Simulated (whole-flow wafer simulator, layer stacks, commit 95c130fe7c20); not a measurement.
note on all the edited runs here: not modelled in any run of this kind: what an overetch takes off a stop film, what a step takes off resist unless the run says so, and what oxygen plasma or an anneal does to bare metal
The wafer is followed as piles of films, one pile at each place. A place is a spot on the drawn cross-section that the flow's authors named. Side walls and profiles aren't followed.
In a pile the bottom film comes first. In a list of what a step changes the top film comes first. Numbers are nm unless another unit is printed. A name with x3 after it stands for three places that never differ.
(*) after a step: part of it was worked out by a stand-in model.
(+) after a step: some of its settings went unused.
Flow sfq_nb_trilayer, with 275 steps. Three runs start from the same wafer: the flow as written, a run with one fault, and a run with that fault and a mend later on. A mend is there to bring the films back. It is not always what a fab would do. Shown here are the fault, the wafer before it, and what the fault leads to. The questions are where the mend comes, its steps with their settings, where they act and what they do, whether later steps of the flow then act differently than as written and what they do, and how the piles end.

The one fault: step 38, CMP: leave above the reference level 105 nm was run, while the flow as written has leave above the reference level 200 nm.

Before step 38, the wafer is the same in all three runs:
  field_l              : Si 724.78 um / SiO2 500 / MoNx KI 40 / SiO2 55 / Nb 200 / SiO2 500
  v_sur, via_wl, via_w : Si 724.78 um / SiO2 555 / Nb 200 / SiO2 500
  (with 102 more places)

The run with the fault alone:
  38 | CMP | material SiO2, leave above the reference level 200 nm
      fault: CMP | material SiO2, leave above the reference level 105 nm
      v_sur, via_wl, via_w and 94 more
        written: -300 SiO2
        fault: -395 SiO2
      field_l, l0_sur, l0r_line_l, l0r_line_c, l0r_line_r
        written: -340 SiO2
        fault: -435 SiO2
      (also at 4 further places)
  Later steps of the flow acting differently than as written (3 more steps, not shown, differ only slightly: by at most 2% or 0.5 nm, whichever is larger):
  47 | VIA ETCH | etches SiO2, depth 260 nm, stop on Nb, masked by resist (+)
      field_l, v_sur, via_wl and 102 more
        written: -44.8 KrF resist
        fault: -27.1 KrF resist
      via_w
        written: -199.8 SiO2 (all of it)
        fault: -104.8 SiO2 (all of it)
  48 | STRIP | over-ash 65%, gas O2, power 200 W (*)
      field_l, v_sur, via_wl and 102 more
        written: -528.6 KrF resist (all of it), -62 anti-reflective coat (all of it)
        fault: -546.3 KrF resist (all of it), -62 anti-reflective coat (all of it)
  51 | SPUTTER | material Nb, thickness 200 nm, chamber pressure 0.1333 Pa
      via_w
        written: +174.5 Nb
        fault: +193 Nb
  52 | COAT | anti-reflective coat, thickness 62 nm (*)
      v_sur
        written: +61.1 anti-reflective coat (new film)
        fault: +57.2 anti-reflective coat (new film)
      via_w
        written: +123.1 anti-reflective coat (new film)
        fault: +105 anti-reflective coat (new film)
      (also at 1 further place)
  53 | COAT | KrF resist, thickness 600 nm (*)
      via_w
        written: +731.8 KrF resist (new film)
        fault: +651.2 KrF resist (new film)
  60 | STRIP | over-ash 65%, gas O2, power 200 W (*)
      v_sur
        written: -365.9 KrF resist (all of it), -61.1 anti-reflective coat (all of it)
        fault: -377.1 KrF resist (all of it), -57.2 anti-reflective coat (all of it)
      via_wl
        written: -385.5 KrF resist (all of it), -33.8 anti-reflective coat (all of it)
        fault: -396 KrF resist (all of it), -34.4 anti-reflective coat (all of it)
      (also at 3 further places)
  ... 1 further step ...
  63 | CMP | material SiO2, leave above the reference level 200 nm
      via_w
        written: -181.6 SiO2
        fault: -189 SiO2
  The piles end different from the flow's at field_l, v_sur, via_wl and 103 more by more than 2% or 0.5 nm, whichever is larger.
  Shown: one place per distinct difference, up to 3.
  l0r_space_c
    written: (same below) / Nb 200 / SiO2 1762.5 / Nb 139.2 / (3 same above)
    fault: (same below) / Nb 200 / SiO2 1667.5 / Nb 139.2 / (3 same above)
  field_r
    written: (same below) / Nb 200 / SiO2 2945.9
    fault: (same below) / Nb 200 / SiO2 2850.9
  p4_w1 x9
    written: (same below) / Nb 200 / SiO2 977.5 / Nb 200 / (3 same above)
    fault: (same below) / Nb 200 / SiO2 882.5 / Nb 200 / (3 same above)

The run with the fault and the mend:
  The mend stands after step 39.
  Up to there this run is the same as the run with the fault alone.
  39a | PECVD | material SiO2, thickness 95 nm, 150 C, 21.11 s, RF power 183.3 W, pressure 2.4 Torr, precursor SiH4/N2O (a further turn of the flow's step 37, with different settings)
      field_l, v_sur, via_wl and 103 more
        +95 SiO2
  Every later step of the flow that is run acts as written at every place that is followed.
  The piles end the same as the flow's at every place that both follow.
